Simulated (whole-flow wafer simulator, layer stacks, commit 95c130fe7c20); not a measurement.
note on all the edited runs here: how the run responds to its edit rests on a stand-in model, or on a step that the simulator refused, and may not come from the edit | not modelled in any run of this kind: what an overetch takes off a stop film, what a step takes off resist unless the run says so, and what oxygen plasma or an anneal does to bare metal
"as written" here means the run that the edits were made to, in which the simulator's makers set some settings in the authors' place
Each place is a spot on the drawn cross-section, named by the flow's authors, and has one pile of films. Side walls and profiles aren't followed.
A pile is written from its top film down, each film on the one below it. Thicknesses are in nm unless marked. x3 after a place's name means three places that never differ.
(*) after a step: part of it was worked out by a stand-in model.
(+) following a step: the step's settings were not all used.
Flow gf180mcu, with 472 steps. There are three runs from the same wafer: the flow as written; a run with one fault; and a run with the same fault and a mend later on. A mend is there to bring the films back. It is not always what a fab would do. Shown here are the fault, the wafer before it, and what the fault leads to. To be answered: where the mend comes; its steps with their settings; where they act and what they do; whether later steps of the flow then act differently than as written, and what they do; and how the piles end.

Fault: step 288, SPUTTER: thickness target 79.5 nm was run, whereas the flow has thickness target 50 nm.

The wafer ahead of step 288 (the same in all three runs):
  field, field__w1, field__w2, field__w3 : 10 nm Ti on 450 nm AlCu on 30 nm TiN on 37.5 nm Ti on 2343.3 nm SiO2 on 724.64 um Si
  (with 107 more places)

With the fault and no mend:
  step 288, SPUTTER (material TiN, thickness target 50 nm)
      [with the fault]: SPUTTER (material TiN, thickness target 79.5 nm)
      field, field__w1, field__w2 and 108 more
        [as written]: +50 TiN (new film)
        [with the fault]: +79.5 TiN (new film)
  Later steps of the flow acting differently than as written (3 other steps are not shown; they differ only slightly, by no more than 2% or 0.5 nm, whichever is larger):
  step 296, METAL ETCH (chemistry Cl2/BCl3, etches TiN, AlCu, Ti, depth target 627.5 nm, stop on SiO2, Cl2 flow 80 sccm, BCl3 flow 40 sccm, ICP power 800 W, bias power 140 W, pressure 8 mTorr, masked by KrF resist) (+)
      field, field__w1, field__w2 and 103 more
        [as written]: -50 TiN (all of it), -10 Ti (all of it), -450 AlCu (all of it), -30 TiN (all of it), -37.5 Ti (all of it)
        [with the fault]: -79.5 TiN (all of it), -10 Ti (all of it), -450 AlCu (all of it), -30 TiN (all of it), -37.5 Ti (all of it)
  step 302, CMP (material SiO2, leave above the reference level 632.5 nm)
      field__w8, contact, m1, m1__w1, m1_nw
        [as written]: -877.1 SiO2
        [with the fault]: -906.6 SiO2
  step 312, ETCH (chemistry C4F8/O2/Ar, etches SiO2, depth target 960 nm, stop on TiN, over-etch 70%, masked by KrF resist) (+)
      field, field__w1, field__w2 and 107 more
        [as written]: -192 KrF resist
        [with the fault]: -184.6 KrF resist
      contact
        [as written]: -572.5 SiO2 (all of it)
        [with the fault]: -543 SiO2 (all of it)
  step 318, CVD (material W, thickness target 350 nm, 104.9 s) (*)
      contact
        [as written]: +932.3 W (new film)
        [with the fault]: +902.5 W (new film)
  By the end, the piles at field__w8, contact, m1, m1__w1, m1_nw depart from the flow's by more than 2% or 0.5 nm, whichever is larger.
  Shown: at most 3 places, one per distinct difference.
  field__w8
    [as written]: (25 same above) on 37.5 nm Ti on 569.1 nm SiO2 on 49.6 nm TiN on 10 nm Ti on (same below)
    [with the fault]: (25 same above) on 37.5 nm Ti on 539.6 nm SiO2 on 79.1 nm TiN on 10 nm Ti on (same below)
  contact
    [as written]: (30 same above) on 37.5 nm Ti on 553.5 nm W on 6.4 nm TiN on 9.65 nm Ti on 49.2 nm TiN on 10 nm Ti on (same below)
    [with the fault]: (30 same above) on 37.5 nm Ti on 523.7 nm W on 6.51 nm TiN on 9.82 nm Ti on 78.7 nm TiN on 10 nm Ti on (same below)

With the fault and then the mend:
  The mend follows step 295.
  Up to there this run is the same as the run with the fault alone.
  step 295a, STRIP (chemistry O2/N2, power 2160 W, pressure 1700 mTorr) (*)
      field__w8, contact, m1, m1__w1, m1_nw
        -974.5 KrF resist (all of it)
  step 295b, METAL ETCH (chemistry Cl2/BCl3, etches TiN, AlCu, Ti, depth target 29.5 nm, Cl2 flow 80 sccm, BCl3 flow 40 sccm, ICP power 800 W, bias power 140 W, pressure 8 mTorr) (the flow's step 260 again, with other settings)
      field, field__w1, field__w2 and 108 more
        -29.5 TiN
  step 295c, HMDS (120 C, 60 s) (the flow's step 290 again)
      alters no film at any place that is followed
  step 295d, COAT (KrF resist, thickness 1000 nm) (the flow's step 291 again)
      field, field__w1, field__w2 and 108 more
        +1000 KrF resist (new film)
  step 295e, SOFTBAKE (KrF resist) (the flow's step 292 again)
      alters no film at any place that is followed
  step 295f, EXPOSE (photomask Metal2) (the flow's step 293 again)
      alters no film at any place that is followed
  step 295g, PEB (KrF resist, 135 C, 90 s) (the flow's step 294 again)
      field, field__w1, field__w2 and 108 more
        -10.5 KrF resist
  step 295h, DEVELOP (thickness 1000 nm, 60 s) (the flow's step 295 again)
      field, field__w1, field__w2 and 103 more
        -989.5 KrF resist (all of it)
      field__w8, contact, m1, m1__w1, m1_nw
        -14.9 KrF resist
  Every later step of the flow that is run acts as written at every place that is followed.
  At every place that both follow, the piles at the end match the flow's.
